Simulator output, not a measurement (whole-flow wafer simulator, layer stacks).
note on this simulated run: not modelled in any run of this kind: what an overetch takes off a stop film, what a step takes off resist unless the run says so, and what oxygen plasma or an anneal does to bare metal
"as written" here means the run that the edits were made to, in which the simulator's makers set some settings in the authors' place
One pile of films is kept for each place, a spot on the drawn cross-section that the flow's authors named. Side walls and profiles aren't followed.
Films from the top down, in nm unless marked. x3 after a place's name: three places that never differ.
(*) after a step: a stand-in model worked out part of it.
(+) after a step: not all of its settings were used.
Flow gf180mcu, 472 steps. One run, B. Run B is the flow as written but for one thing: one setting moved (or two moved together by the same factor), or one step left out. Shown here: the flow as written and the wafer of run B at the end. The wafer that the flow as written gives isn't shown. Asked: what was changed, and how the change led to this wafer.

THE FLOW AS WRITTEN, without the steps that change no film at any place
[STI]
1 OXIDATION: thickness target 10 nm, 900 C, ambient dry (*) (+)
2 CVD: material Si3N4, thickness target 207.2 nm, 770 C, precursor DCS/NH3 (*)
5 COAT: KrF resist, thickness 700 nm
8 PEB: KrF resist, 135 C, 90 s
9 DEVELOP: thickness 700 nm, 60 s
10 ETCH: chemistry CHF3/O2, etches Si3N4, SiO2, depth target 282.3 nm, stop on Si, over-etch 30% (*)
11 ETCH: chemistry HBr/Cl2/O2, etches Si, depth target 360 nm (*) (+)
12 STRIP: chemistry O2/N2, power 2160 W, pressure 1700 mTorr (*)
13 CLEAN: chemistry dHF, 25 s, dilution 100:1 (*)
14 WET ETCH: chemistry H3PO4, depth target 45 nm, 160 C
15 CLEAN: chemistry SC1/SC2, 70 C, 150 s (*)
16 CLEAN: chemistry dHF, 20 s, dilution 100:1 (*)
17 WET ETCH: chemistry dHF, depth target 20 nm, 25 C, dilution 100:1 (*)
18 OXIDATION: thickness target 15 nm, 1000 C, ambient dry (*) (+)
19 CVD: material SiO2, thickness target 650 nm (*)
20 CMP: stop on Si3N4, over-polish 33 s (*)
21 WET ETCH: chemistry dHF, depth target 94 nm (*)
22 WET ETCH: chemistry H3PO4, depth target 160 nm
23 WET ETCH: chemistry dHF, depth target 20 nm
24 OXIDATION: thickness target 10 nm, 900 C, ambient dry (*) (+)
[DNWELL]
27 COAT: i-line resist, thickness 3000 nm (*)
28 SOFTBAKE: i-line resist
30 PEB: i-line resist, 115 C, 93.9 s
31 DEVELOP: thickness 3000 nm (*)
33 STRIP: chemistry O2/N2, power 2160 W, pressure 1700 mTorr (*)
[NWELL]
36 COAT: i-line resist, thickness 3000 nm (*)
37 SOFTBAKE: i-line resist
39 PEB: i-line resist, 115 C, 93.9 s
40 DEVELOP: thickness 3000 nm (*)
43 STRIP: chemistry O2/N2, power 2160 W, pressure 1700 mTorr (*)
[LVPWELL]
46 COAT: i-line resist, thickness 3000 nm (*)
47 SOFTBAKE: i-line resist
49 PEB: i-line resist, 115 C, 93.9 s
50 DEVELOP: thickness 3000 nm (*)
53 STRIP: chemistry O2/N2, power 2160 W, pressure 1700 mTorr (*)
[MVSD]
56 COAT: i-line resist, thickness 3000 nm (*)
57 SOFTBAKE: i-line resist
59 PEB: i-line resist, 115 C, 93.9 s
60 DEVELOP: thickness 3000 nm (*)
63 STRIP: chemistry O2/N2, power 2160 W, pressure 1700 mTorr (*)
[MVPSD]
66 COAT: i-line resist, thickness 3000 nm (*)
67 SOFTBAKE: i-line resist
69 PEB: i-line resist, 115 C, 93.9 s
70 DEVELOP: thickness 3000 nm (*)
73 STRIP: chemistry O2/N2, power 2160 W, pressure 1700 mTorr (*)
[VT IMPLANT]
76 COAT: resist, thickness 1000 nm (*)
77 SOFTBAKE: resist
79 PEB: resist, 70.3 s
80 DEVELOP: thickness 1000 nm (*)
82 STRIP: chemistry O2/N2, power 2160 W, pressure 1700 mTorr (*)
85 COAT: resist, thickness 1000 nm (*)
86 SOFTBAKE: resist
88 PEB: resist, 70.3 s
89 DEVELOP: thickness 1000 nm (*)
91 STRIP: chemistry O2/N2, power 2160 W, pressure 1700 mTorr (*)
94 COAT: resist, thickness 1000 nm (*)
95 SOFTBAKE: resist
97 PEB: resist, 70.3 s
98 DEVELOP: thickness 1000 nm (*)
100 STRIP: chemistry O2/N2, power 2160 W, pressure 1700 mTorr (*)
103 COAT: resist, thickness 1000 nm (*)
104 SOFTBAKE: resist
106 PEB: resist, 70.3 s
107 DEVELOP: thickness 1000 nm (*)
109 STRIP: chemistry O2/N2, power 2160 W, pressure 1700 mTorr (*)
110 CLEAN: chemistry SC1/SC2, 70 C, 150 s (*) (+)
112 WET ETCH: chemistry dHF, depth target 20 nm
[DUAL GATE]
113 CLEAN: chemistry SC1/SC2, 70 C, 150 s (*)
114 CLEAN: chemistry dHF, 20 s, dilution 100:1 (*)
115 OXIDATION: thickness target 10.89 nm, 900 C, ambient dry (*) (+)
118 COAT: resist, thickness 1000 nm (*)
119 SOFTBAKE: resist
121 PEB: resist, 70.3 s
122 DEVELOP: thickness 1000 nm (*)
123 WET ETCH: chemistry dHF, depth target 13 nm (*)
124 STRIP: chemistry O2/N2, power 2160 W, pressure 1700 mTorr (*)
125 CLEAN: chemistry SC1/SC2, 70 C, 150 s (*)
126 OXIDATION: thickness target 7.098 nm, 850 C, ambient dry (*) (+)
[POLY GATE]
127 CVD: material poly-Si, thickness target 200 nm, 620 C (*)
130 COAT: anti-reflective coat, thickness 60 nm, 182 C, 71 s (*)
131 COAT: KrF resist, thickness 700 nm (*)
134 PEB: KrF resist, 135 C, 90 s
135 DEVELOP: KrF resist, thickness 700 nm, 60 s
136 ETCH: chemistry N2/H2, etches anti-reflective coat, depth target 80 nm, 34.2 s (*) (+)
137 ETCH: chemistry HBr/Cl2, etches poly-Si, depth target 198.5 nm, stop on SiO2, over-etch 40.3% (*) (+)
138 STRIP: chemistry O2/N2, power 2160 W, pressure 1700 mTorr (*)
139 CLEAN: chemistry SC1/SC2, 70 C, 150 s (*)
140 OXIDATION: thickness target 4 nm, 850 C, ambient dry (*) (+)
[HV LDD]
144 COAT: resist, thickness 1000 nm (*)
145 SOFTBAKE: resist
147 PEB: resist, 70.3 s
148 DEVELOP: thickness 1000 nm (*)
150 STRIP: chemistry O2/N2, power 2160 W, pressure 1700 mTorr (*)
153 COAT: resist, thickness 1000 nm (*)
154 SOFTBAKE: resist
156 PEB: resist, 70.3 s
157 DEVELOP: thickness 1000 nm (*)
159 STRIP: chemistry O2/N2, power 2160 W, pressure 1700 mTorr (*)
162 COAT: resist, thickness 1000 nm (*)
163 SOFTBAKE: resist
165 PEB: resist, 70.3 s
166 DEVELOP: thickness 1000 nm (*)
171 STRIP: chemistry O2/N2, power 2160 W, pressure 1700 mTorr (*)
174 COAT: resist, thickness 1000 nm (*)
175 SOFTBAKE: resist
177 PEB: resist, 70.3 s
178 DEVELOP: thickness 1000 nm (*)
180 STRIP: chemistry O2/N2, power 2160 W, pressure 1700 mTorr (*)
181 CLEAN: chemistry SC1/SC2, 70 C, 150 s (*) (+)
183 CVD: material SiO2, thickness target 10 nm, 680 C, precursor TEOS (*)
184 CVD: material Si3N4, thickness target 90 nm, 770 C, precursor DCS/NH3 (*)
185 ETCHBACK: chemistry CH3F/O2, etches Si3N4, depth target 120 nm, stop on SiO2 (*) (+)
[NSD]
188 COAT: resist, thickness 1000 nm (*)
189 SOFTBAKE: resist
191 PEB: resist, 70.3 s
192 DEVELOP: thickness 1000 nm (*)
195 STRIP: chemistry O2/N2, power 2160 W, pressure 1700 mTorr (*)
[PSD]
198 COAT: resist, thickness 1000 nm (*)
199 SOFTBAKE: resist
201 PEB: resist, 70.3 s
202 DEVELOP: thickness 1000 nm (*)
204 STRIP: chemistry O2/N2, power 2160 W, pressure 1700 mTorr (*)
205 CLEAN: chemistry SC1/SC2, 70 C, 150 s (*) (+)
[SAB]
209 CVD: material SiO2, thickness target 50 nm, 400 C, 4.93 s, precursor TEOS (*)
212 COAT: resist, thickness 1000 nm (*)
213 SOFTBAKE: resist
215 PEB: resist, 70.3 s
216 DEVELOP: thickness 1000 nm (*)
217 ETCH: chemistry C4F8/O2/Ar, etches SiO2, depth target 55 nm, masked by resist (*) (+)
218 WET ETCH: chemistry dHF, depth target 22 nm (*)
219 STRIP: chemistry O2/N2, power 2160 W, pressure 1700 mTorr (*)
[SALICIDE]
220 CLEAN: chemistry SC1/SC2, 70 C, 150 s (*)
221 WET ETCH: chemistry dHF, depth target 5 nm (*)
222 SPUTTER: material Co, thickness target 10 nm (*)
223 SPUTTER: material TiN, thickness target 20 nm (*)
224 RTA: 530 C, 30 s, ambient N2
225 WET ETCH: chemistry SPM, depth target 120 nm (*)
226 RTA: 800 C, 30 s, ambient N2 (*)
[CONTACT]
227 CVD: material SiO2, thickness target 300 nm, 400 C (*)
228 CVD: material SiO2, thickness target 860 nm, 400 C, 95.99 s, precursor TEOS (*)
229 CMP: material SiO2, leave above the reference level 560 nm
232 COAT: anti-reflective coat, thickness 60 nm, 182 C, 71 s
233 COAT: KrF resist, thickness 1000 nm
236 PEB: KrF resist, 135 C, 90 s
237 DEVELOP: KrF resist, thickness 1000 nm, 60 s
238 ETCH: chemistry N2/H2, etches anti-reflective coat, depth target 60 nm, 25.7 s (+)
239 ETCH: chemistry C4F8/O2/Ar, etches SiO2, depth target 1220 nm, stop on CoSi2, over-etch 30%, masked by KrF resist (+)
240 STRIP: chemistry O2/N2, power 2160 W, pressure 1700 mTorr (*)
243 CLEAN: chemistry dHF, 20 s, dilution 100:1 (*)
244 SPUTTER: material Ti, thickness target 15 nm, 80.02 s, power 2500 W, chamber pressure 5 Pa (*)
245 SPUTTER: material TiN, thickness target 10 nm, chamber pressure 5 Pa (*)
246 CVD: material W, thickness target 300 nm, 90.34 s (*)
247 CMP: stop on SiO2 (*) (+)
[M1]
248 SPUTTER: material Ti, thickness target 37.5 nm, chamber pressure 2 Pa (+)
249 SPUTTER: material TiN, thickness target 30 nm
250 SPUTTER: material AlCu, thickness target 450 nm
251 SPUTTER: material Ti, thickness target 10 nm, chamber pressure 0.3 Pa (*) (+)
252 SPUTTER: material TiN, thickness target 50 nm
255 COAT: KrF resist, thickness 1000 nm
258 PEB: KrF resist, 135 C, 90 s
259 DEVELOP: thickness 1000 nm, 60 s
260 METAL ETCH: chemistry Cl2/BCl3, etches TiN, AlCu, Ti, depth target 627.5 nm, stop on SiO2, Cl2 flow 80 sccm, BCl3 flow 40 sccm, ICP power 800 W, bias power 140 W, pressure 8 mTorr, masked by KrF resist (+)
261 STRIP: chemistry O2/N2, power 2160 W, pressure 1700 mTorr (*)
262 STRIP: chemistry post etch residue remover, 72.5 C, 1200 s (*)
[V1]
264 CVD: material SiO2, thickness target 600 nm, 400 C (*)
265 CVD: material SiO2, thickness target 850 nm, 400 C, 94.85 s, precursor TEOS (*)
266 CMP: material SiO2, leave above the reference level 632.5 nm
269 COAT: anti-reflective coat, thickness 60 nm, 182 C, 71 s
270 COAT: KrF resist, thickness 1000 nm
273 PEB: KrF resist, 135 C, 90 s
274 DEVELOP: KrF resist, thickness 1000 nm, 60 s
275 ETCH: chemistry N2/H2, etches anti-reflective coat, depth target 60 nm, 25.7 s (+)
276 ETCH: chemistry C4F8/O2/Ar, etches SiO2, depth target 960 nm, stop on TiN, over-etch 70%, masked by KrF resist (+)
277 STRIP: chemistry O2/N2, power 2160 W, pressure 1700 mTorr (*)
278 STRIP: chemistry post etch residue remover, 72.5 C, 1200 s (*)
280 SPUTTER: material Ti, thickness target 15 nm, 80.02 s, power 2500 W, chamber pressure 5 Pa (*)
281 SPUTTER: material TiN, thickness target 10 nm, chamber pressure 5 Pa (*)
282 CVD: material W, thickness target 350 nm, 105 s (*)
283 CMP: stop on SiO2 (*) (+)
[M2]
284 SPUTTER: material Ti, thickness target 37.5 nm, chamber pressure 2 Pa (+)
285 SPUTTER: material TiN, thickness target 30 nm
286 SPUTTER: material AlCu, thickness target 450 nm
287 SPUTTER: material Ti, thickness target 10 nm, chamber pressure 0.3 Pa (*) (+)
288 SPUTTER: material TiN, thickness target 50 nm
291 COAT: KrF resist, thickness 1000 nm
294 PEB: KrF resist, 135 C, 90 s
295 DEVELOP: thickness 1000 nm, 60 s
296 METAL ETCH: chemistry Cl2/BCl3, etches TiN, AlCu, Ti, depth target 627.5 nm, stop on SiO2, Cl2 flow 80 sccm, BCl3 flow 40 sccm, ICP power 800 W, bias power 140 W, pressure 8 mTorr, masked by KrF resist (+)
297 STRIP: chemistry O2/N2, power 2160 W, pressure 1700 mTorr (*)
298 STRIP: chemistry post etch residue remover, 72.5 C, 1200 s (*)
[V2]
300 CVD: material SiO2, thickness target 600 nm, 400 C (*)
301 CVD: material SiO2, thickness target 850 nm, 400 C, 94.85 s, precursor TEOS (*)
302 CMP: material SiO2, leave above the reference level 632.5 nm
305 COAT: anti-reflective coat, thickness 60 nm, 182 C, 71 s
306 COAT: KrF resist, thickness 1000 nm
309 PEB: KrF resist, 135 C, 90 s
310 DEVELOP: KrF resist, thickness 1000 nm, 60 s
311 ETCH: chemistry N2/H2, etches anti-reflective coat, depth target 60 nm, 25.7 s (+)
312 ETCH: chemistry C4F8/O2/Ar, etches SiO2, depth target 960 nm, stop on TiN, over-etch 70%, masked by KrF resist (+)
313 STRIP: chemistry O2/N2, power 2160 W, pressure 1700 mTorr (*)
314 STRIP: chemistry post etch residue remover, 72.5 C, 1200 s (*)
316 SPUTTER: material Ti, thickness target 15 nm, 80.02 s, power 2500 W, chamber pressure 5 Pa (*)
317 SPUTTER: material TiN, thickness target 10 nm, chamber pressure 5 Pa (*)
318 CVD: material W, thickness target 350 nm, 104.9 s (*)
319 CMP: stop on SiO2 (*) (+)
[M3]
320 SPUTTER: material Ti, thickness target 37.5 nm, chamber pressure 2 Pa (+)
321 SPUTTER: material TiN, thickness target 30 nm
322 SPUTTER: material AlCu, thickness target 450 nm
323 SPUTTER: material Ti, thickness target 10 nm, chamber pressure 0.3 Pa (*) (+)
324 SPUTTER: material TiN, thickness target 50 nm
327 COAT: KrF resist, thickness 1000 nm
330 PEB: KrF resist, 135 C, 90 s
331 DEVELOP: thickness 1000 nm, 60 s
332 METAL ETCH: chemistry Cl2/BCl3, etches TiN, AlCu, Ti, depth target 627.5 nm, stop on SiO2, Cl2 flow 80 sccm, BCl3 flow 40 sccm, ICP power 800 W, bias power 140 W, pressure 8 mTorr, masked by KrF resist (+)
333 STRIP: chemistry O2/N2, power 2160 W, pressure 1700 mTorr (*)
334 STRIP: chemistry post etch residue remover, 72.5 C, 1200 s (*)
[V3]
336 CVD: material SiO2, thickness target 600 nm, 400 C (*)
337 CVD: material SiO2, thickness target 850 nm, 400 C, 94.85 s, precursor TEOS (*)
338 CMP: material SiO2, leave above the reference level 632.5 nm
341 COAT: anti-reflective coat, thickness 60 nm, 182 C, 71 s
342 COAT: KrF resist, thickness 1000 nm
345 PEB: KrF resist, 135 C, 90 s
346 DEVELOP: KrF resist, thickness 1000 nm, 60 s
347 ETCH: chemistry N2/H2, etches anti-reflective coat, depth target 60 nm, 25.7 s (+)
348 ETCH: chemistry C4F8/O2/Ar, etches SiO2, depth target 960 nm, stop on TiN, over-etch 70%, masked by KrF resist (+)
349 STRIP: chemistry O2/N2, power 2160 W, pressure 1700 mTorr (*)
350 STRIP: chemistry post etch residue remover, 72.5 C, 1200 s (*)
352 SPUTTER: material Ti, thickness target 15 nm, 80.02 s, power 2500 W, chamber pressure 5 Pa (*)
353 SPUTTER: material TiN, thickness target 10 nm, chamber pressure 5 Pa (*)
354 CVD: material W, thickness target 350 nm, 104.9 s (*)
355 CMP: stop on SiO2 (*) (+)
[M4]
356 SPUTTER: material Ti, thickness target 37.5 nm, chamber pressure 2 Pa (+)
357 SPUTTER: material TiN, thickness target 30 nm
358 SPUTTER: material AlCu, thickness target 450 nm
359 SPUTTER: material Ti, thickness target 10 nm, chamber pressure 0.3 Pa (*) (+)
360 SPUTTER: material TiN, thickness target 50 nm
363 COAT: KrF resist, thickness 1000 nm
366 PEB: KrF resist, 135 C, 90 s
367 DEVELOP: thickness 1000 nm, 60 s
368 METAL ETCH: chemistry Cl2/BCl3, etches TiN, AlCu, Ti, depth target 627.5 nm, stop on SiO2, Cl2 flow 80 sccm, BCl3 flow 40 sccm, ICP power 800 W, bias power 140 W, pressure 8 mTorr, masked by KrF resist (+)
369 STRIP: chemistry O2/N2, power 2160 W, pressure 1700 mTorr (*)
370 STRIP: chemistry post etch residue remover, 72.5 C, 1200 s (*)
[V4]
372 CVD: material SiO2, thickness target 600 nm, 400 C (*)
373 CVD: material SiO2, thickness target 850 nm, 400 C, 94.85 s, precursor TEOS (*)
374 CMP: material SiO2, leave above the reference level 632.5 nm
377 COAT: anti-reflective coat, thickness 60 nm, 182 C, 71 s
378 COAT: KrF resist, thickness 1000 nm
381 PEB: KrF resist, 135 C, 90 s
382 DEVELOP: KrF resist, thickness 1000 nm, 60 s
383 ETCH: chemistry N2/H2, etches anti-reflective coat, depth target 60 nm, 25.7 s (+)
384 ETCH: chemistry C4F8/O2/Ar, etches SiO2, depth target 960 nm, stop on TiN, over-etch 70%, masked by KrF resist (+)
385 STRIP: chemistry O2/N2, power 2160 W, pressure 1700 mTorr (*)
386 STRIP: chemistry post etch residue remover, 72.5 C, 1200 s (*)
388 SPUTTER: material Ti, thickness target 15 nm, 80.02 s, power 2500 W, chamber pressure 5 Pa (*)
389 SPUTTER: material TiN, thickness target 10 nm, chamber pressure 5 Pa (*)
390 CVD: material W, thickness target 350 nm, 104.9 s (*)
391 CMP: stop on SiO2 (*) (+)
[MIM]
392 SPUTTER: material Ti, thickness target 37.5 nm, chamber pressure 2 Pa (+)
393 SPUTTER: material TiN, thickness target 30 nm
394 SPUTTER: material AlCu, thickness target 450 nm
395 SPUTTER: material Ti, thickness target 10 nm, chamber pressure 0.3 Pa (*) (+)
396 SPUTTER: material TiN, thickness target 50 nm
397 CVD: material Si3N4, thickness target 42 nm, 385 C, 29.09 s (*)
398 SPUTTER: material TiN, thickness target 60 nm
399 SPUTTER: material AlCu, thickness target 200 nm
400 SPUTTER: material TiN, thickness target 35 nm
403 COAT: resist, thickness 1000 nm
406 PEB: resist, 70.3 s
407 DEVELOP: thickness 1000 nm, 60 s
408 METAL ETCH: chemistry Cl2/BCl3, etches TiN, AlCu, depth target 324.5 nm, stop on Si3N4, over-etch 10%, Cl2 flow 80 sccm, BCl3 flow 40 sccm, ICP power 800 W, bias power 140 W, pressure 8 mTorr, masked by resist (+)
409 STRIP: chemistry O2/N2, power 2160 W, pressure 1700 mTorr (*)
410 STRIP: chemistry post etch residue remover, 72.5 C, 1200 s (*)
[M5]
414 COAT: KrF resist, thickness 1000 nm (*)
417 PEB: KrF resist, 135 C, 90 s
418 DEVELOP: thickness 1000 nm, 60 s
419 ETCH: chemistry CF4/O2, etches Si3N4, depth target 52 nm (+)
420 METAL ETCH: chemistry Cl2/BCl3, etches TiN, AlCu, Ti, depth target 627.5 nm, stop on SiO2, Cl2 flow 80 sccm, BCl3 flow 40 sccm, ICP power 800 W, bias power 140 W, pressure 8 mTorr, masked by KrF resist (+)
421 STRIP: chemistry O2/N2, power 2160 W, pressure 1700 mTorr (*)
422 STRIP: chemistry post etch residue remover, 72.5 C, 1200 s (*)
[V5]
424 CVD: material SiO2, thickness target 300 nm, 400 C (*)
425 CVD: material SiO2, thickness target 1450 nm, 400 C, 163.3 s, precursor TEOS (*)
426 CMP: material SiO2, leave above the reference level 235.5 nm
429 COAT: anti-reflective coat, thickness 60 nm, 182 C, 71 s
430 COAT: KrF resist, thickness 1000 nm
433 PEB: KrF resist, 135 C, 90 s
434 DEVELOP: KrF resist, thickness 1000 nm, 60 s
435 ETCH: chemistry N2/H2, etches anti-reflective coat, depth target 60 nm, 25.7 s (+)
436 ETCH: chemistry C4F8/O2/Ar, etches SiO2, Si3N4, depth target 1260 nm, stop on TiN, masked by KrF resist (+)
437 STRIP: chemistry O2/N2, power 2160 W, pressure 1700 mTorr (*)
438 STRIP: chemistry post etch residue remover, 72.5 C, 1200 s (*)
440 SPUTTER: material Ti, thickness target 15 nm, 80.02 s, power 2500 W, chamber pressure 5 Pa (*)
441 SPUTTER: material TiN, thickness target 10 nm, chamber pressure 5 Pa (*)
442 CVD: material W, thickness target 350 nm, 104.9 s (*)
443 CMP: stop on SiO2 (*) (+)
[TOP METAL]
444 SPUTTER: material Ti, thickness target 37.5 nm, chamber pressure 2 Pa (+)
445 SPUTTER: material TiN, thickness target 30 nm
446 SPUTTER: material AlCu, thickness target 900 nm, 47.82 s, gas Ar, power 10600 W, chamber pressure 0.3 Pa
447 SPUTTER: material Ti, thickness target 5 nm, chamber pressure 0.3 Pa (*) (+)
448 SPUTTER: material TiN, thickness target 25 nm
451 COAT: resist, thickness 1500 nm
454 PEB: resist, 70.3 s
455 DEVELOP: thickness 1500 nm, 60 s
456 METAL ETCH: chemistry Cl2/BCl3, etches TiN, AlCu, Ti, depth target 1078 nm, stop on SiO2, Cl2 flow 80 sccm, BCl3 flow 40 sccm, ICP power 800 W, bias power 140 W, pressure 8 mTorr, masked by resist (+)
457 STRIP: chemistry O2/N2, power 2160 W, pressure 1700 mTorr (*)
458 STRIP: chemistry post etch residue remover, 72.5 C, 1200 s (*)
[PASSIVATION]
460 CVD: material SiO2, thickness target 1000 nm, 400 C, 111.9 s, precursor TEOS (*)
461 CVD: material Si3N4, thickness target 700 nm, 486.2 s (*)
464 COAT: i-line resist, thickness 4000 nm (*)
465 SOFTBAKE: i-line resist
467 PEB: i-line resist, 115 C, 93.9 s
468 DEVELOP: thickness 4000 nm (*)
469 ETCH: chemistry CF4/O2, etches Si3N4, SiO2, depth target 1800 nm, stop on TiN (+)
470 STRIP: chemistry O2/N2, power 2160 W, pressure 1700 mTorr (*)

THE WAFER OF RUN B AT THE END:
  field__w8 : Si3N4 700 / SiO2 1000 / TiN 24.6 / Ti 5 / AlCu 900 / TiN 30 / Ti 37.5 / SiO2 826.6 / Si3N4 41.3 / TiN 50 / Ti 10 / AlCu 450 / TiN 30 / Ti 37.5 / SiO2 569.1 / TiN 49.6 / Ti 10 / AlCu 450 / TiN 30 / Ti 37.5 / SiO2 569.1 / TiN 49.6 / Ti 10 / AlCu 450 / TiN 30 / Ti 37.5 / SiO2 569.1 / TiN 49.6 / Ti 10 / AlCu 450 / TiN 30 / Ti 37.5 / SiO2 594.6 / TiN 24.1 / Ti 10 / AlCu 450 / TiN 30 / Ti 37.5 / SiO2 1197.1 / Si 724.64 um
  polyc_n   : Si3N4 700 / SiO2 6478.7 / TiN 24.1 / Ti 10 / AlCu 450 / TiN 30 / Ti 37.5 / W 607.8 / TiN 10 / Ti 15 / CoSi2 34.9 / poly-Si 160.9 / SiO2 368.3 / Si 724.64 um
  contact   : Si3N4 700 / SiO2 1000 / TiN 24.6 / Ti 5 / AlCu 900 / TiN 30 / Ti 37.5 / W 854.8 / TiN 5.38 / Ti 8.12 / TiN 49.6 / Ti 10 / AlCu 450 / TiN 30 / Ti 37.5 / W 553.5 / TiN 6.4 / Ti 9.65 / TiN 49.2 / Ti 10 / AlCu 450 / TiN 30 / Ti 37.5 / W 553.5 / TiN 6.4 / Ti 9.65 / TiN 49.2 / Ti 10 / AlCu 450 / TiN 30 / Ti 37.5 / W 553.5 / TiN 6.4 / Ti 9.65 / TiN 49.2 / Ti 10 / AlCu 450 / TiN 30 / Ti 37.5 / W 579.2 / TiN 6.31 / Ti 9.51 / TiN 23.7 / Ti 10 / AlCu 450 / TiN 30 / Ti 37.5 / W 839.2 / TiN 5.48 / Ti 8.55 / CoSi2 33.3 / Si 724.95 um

The cause: step 252, SPUTTER: thickness target 24.5 nm was run, where the flow has thickness target 50 nm.

How the change led to this, step by step:
  252 SPUTTER: material TiN, thickness target 50 nm
      field, field__w1, field__w2 and 108 more: TiN +24.5 (new film) (as written it would be: TiN +50 (new film))
  260 METAL ETCH: chemistry Cl2/BCl3, etches TiN, AlCu, Ti, depth target 627.5 nm, stop on SiO2, Cl2 flow 80 sccm, BCl3 flow 40 sccm, ICP power 800 W, bias power 140 W, pressure 8 mTorr, masked by KrF resist (+)
      field, field__w1, field__w2 and 99 more: TiN -24.5 (all of it), Ti -10 (all of it), AlCu -450 (all of it), TiN -30 (all of it), Ti -37.5 (all of it) (as written it would be: TiN -50 (all of it), Ti -10 (all of it), AlCu -450 (all of it), TiN -30 (all of it), Ti -37.5 (all of it))
  266 CMP: material SiO2, leave above the reference level 632.5 nm
      field__w8, contact, m1 and 6 more: SiO2 -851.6 (as written it would be: SiO2 -877.1)
  276 ETCH: chemistry C4F8/O2/Ar, etches SiO2, depth target 960 nm, stop on TiN, over-etch 70%, masked by KrF resist (+)
      contact: SiO2 -598 (all of it) (as written it would be: SiO2 -572.5 (all of it))
  282 CVD: material W, thickness target 350 nm, 105 s (*)
      contact: W +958 (new film) (as written it would be: W +932.3 (new film))
